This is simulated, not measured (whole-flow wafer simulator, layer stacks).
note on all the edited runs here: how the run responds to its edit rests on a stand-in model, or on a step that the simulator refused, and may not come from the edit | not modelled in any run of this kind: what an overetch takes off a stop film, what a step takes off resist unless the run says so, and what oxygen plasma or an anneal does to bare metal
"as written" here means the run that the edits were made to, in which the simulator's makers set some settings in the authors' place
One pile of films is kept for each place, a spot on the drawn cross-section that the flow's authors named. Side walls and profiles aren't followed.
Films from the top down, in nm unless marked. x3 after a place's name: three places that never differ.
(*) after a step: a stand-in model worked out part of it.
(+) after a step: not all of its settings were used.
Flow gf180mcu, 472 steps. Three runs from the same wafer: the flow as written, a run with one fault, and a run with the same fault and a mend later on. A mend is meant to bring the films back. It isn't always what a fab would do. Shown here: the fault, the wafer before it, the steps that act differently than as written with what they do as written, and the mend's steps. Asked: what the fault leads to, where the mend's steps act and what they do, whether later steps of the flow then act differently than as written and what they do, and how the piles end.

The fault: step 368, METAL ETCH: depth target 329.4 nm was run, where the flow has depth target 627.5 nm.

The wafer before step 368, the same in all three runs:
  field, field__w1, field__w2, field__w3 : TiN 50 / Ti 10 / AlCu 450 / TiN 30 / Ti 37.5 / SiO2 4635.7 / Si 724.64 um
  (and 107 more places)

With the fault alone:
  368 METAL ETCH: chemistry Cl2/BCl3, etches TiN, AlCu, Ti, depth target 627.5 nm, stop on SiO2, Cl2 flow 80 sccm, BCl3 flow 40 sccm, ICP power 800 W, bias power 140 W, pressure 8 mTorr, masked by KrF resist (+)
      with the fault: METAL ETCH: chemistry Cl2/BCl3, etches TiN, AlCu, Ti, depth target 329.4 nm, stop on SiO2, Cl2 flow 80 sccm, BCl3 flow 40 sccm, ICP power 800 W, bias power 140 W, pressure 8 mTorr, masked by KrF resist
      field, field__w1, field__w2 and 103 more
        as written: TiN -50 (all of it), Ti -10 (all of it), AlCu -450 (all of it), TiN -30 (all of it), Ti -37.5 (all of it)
        with the fault: TiN -50 (all of it), Ti -10 (all of it), AlCu -269.4
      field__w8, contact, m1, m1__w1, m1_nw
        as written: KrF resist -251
        with the fault: KrF resist -131.8
  Later steps of the flow that act differently than as written:
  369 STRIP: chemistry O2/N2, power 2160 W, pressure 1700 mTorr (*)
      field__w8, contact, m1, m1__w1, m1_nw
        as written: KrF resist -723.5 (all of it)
        with the fault: KrF resist -842.8 (all of it)
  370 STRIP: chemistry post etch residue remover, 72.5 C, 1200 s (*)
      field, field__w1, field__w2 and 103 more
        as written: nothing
        with the fault: AlCu -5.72
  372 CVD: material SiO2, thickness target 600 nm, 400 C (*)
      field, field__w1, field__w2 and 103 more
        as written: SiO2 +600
        with the fault: SiO2 +600 (new film)
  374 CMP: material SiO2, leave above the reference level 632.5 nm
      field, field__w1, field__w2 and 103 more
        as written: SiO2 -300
        with the fault: SiO2 -542.4
  At the end the piles differ from the flow's by more than 2% or 0.5 nm, whichever is larger, at field, field__w1, field__w2 and 104 more.
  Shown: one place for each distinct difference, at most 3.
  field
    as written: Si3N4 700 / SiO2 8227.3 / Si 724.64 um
    with the fault: Si3N4 700 / SiO2 3349.2 / AlCu 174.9 / TiN 30 / Ti 37.5 / SiO2 4635.7 / Si 724.64 um
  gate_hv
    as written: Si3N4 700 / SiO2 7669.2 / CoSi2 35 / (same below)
    with the fault: Si3N4 700 / SiO2 3349.2 / AlCu 174.9 / TiN 30 / Ti 37.5 / SiO2 4077.6 / CoSi2 35 / (same below)
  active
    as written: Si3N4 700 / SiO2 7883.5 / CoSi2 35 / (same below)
    with the fault: Si3N4 700 / SiO2 3349.2 / AlCu 174.9 / TiN 30 / Ti 37.5 / SiO2 4291.9 / CoSi2 35 / (same below)

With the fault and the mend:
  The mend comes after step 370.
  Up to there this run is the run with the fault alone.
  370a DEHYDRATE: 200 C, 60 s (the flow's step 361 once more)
      changes no film at any place that is followed
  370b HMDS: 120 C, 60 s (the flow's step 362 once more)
      changes no film at any place that is followed
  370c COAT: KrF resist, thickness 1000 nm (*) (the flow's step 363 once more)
      iso_ptap_pw, iso_ntap_nw, iso_nw_fld and 33 more
        KrF resist +1000 (new film)
      field__w6, field__w10, field_sub__w2 and 13 more
        KrF resist +1002.1 (new film)
      field__w5, field__w9, field_sub and 7 more
        KrF resist +1002.2 (new film)
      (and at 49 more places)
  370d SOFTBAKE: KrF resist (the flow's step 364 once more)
      changes no film at any place that is followed
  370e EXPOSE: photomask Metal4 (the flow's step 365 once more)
      changes no film at any place that is followed
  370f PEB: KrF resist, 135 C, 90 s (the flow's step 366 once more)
      field__w1, field__w2, field__w3 and 58 more
        KrF resist -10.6
      iso_ptap_pw, iso_ntap_nw, iso_nw_fld and 33 more
        KrF resist -10.5
      sd_p, gate_p, nw_sep_fld, polyc_n
        KrF resist -10.7
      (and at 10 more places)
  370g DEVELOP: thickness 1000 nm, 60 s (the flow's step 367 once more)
      iso_ptap_pw, iso_ntap_nw, iso_nw_fld and 33 more
        KrF resist -989.5 (all of it)
      field__w5, field__w9, field__w10 and 10 more
        KrF resist -991.6 (all of it)
      field_sub, field_sub__w1, field_sub__w3 and 9 more
        KrF resist -991.7 (all of it)
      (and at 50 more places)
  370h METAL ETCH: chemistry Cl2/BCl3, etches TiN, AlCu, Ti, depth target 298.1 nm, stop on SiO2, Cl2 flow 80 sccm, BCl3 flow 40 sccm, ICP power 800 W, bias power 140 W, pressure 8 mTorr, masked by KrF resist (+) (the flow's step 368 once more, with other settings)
      field, field__w1, field__w2 and 103 more
        AlCu -174.9 (all of it), TiN -30 (all of it), Ti -37.5 (all of it)
      field__w8, contact, m1, m1__w1, m1_nw
        KrF resist -119.2
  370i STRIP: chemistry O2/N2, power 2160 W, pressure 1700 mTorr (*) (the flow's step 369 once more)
      field__w8, m1
        KrF resist -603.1 (all of it)
      contact
        KrF resist -601.3 (all of it)
      m1__w1
        KrF resist -611.6 (all of it)
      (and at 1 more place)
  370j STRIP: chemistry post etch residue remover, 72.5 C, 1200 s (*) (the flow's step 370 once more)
      field__w8, contact, m1, m1__w1, m1_nw
        TiN -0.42
  No later step of the flow acts differently than as written, at any place that is followed, by more than 2% or 0.5 nm, whichever is larger.
  At the end the piles differ from the flow's only slightly at the places that both follow, by at most 2% or 0.5 nm, whichever is larger.
